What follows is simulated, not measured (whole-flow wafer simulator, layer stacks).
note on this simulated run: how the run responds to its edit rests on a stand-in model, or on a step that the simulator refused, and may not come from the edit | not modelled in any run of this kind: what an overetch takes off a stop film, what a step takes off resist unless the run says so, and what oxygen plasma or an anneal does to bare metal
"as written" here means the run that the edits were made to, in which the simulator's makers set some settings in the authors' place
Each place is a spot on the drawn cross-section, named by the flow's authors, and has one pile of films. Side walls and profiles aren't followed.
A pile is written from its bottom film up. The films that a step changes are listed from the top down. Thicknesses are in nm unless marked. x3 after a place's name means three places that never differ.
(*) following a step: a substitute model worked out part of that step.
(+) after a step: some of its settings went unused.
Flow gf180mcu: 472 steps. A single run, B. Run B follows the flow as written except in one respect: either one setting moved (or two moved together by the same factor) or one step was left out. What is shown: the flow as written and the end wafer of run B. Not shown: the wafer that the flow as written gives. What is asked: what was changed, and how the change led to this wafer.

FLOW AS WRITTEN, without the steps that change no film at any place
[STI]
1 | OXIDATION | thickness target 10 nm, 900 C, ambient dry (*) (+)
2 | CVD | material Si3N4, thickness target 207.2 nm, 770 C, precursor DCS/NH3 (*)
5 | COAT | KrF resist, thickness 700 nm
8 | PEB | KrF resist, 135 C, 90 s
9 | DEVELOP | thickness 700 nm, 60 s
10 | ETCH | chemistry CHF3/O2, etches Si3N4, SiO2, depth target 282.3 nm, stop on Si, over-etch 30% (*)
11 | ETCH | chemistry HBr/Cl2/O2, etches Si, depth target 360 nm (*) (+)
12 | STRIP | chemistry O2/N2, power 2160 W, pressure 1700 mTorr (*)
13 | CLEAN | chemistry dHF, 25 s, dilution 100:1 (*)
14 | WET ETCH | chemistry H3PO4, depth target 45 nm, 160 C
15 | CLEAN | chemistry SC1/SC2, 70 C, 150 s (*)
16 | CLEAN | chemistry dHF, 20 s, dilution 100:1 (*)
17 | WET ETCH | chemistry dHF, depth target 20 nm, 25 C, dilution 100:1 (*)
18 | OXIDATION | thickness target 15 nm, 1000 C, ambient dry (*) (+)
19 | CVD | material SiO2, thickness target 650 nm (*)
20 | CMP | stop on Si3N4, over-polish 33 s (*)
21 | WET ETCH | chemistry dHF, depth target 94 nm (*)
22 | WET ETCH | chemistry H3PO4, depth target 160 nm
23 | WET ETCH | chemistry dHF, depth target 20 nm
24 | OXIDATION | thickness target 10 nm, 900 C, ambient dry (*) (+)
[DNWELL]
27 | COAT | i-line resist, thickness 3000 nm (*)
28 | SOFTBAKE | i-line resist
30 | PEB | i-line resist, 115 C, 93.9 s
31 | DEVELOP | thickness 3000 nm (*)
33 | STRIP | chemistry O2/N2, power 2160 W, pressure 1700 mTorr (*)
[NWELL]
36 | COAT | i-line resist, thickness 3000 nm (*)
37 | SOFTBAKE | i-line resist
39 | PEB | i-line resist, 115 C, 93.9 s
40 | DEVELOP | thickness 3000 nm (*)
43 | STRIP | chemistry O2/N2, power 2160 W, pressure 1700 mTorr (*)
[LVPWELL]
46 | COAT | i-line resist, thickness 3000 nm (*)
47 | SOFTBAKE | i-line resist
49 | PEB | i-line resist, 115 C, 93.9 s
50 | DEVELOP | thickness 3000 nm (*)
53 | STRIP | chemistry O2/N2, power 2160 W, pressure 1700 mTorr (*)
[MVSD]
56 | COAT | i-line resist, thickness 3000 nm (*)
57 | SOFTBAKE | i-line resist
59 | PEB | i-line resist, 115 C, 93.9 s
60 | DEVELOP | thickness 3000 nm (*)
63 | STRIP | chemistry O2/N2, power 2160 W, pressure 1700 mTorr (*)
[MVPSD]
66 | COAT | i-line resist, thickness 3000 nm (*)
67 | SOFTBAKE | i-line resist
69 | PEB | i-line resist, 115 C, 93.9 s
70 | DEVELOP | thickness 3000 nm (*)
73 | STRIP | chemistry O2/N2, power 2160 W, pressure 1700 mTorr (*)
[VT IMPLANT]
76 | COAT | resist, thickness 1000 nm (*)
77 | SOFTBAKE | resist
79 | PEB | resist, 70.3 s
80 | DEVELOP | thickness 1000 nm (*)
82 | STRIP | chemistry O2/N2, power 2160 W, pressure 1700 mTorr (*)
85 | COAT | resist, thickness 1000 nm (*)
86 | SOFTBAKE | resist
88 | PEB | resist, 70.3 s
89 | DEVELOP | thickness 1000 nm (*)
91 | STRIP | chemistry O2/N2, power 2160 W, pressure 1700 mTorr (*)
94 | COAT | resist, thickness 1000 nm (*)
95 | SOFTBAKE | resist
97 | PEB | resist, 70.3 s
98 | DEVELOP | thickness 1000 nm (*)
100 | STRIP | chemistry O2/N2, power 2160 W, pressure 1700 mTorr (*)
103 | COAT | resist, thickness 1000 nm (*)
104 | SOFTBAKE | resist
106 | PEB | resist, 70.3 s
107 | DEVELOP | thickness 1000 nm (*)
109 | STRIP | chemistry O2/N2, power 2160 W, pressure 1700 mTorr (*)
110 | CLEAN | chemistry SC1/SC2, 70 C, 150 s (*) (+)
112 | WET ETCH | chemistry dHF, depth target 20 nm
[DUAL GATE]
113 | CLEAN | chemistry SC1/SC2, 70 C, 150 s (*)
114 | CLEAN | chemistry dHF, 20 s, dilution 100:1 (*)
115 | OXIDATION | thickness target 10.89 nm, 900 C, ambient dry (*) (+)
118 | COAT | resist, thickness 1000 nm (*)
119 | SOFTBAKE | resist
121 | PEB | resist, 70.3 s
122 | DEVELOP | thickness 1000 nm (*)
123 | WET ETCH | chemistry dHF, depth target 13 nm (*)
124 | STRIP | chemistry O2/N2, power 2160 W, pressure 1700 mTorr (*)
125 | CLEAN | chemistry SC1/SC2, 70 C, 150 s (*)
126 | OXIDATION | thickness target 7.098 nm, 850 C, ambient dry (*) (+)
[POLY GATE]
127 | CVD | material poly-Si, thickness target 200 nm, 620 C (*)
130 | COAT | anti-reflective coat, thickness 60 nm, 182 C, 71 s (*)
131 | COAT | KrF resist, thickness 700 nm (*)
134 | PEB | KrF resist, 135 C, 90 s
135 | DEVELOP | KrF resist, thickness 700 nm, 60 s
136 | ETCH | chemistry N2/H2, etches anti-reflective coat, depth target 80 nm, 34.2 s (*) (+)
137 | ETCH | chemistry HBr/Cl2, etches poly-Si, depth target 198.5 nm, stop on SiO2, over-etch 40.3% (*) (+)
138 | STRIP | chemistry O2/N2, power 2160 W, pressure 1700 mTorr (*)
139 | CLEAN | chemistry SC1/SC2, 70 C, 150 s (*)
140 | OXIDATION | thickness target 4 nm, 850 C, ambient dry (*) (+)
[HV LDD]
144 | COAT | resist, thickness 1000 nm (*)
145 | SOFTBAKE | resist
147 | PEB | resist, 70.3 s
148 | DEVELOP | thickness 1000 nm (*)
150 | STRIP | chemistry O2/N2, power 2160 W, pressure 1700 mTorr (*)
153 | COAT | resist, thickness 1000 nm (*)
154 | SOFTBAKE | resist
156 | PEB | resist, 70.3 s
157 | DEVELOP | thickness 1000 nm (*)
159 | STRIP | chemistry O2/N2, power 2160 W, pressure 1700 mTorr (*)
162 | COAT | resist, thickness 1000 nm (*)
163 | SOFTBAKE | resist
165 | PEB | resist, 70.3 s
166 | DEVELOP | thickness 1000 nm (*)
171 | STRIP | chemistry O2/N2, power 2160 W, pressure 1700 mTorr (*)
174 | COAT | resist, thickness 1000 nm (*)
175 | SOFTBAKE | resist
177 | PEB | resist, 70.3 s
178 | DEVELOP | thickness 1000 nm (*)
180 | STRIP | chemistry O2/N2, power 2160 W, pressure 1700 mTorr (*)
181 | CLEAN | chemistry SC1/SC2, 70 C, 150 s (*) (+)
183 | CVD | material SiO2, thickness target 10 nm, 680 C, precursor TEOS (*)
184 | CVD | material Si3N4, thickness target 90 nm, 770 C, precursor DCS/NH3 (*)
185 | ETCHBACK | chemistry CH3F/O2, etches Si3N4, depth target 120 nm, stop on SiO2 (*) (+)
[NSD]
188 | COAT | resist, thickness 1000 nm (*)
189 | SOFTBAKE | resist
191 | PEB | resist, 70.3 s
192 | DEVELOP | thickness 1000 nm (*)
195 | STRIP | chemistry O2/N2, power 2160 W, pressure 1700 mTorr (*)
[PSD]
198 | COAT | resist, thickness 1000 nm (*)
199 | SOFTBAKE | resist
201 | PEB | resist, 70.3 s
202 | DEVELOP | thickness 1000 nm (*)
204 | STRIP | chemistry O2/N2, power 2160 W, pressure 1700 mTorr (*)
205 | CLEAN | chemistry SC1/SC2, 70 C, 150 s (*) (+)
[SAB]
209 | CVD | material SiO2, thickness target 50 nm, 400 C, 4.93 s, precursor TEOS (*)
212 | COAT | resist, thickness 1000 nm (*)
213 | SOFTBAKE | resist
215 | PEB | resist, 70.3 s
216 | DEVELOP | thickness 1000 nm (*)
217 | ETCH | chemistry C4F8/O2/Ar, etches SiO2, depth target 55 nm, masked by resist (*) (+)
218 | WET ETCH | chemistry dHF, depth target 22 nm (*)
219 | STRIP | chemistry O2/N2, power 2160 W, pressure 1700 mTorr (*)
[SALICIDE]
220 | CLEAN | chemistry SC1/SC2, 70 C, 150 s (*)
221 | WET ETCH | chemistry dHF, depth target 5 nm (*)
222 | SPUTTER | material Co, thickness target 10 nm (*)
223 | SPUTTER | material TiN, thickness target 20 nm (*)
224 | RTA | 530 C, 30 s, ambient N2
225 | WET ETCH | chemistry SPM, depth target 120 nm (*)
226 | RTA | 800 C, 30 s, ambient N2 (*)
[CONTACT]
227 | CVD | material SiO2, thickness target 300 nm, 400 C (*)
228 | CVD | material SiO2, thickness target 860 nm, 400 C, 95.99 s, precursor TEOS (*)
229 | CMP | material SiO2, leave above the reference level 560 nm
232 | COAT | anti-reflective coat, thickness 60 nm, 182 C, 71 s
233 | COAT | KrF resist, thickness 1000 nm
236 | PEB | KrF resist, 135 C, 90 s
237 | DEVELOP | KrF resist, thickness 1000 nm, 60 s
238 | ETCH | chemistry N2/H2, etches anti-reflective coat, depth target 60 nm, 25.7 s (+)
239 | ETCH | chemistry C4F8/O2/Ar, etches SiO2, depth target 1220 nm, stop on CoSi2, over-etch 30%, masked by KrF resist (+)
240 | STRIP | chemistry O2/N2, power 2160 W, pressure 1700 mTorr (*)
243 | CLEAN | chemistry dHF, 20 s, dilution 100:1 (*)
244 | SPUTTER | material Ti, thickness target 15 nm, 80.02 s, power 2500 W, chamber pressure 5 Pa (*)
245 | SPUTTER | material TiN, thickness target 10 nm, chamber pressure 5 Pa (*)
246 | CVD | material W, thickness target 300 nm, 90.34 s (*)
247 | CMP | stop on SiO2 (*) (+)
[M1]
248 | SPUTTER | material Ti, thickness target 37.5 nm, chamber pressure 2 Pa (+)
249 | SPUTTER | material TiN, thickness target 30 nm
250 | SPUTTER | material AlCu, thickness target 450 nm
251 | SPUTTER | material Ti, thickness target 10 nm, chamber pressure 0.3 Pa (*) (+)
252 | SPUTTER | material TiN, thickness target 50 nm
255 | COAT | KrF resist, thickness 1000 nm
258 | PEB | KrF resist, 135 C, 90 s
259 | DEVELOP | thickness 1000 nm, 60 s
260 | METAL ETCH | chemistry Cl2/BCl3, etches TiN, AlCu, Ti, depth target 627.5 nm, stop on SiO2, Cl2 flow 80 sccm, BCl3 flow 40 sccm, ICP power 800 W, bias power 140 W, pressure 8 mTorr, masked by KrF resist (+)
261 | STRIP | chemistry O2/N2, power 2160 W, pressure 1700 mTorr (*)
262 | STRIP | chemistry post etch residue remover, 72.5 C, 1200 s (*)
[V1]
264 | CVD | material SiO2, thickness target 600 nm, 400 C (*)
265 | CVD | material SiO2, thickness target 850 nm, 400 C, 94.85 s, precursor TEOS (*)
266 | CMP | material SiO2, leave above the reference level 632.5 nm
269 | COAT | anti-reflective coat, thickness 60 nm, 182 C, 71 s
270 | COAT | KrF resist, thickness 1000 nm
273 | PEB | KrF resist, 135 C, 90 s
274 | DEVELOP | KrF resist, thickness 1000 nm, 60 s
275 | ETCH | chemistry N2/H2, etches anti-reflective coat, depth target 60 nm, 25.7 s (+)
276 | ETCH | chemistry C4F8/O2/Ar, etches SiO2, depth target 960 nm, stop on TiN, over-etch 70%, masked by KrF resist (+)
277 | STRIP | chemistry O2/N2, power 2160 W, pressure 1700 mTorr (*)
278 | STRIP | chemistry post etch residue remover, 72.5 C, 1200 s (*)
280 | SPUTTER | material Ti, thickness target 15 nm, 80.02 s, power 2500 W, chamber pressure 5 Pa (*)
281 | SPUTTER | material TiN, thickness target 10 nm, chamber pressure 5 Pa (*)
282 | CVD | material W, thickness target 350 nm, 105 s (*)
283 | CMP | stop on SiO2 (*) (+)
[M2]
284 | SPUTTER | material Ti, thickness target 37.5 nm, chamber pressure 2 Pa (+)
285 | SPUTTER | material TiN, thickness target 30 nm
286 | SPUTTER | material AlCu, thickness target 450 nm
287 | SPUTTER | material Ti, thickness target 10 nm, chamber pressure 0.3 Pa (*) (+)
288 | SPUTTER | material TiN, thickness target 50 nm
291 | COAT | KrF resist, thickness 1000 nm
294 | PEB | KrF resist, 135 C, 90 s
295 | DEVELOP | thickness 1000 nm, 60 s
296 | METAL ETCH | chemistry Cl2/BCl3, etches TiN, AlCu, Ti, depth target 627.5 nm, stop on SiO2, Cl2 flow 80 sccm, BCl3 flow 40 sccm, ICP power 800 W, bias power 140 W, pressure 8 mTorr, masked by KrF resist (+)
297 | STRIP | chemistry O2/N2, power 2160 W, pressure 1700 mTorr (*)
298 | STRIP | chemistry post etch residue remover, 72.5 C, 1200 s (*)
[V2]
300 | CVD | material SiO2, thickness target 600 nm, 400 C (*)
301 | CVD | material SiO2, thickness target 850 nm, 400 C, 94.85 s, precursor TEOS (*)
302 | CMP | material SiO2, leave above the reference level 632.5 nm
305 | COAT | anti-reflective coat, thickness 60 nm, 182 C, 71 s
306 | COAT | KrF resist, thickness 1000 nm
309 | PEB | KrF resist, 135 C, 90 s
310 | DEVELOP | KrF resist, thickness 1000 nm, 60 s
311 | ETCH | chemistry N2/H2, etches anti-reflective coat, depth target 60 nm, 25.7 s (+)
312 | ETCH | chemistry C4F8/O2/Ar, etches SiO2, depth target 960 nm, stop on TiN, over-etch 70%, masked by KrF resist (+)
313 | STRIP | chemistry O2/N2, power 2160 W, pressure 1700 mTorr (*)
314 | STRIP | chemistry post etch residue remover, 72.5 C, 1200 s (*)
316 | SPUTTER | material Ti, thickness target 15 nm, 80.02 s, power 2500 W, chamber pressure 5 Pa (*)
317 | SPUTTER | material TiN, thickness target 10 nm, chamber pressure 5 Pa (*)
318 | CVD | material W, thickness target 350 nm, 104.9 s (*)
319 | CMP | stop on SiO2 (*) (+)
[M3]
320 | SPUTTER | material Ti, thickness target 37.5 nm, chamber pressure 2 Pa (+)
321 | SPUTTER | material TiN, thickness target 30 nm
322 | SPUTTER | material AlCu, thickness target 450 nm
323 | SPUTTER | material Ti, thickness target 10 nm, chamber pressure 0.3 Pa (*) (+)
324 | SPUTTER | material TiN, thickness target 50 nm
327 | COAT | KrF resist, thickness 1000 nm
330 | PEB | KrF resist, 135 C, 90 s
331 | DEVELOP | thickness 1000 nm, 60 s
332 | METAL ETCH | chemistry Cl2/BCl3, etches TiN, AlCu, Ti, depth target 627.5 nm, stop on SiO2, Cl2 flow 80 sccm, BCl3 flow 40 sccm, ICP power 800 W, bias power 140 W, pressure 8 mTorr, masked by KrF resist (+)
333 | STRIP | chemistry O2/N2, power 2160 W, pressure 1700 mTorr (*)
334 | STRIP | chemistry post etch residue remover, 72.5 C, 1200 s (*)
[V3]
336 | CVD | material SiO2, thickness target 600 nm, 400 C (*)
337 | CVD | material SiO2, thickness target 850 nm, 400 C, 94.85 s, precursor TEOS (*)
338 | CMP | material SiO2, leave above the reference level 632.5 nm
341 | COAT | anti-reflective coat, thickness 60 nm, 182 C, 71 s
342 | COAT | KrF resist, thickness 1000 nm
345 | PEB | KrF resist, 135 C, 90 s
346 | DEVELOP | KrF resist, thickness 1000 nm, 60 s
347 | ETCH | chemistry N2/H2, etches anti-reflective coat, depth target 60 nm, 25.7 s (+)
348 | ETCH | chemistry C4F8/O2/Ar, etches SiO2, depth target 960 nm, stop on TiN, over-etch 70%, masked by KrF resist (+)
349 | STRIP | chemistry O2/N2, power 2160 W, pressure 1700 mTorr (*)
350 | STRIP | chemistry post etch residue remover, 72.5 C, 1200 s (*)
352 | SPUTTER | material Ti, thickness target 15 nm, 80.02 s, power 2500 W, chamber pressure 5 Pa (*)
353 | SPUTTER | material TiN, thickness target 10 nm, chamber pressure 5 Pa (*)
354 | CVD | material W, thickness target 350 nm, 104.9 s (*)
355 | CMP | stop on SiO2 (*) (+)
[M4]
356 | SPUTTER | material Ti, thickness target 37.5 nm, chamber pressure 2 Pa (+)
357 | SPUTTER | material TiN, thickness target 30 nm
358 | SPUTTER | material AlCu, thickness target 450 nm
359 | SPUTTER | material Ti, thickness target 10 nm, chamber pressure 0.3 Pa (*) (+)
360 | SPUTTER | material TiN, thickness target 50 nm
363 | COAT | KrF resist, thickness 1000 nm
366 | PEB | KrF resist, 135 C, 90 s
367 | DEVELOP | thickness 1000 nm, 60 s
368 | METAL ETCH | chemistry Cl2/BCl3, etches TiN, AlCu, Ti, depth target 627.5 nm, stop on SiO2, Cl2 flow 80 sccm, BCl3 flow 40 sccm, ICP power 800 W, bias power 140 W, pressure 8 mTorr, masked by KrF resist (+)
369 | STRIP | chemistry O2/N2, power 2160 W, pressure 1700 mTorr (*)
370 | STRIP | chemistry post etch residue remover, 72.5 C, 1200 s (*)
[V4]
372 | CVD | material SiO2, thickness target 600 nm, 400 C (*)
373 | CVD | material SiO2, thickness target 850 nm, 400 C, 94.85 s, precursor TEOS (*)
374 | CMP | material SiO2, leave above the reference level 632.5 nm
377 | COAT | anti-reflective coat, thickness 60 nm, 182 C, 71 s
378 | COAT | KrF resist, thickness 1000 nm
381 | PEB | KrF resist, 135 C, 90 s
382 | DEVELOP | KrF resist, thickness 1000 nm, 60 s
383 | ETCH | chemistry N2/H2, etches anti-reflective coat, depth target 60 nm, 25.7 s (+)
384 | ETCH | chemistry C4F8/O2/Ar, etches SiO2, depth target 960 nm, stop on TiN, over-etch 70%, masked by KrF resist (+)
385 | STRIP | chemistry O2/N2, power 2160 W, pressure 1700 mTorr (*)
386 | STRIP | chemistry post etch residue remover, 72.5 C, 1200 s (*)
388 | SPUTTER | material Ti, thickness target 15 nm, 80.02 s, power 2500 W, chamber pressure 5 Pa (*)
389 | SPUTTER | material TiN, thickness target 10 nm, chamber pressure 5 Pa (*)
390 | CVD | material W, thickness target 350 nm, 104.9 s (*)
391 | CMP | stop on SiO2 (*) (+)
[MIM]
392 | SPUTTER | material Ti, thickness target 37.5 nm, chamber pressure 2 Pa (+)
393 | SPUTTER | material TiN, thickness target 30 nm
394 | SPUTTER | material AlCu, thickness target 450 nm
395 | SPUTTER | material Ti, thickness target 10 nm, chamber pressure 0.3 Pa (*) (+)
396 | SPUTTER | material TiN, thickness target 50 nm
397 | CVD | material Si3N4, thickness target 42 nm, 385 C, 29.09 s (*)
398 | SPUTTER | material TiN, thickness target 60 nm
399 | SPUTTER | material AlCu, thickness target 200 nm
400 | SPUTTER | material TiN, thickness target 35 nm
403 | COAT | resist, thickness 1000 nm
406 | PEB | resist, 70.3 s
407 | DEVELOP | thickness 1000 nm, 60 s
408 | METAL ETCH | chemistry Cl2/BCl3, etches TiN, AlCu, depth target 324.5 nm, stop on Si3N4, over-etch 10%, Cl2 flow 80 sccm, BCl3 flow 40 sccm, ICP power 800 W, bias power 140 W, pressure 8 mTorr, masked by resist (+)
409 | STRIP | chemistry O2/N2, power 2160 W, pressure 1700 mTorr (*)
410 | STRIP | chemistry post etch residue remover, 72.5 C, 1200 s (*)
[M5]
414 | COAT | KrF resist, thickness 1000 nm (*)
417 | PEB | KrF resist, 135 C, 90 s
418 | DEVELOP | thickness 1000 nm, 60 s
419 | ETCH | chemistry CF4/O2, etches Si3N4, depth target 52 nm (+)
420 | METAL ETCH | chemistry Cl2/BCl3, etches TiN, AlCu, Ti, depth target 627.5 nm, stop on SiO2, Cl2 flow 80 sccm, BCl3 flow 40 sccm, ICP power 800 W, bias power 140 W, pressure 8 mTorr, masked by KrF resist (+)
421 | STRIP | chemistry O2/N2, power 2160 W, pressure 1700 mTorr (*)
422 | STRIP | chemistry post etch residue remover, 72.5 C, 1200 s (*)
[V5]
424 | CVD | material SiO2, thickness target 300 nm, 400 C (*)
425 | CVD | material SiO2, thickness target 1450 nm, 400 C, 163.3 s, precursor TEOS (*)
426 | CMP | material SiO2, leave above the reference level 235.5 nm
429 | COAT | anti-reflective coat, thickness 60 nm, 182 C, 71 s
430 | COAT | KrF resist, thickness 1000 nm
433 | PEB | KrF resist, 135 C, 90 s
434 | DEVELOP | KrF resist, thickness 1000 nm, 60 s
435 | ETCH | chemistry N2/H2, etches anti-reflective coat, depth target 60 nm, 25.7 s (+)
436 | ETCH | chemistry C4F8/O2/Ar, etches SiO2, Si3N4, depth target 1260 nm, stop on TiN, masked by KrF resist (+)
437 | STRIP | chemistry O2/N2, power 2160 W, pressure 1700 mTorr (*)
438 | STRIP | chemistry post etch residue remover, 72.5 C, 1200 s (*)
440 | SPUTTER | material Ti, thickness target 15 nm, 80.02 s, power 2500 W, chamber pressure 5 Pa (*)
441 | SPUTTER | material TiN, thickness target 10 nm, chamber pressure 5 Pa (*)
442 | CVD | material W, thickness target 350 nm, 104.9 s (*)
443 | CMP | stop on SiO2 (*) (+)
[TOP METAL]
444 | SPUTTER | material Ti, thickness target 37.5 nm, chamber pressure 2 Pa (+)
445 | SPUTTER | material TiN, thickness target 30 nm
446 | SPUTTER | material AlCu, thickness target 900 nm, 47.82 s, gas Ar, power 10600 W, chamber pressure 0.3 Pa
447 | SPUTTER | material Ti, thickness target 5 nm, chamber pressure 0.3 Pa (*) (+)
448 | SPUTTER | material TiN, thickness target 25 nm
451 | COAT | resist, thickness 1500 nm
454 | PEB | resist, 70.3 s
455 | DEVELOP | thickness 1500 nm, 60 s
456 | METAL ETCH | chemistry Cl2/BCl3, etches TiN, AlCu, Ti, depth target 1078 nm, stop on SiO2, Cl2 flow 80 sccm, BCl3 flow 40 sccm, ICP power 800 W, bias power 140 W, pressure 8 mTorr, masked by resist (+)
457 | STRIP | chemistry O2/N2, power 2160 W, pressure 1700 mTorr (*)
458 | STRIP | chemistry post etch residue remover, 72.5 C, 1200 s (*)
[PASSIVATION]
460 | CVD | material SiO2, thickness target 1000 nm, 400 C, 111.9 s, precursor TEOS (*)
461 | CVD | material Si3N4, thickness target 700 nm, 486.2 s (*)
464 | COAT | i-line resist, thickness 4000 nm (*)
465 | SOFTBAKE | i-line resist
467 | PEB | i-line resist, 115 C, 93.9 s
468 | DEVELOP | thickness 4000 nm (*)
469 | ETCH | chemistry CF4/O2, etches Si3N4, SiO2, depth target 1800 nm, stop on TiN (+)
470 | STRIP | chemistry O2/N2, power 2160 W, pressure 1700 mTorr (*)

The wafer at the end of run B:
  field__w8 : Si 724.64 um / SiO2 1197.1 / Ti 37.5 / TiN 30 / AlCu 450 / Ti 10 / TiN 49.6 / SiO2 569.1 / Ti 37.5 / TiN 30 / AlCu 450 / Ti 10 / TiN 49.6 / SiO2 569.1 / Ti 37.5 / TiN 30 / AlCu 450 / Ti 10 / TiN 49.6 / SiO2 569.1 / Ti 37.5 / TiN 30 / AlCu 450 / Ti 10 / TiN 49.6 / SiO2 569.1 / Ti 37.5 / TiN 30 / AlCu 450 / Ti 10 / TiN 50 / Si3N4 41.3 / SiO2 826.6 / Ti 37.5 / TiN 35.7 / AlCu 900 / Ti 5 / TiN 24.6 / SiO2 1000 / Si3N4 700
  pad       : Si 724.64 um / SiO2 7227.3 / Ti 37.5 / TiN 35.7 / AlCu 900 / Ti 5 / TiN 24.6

What caused this: step 445, SPUTTER: thickness target 35.7 nm was run, whereas the flow has thickness target 30 nm.
The wafer itself shows it: field__w8 has TiN 35.7, and step 445 as written asks for 30 nm.

How this came from the change, step by step:
  445 | SPUTTER | material TiN, thickness target 30 nm
      field, field__w1, field__w2 and 109 more: TiN gains 35.7 (new film) (in the flow as written it would be: TiN gains 30 (new film))
  456 | METAL ETCH | chemistry Cl2/BCl3, etches TiN, AlCu, Ti, depth target 1078 nm, stop on SiO2, Cl2 flow 80 sccm, BCl3 flow 40 sccm, ICP power 800 W, bias power 140 W, pressure 8 mTorr, masked by resist (+)
      field, field__w1, field__w2 and 103 more: TiN loses 25 (all of it), Ti loses 5 (all of it), AlCu loses 900 (all of it), TiN loses 35.7 (all of it), Ti loses 37.5 (all of it) (in the flow as written it would be: TiN loses 25 (all of it), Ti loses 5 (all of it), AlCu loses 900 (all of it), TiN loses 30 (all of it), Ti loses 37.5 (all of it))
  465 | SOFTBAKE | i-line resist
      gate: i-line resist loses 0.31 (in the flow as written it would be: i-line resist gains 1.79)
      field__w11, field__w13: i-line resist gains 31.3 (in the flow as written it would be: i-line resist gains 37.6)
      (also at 58 further places)
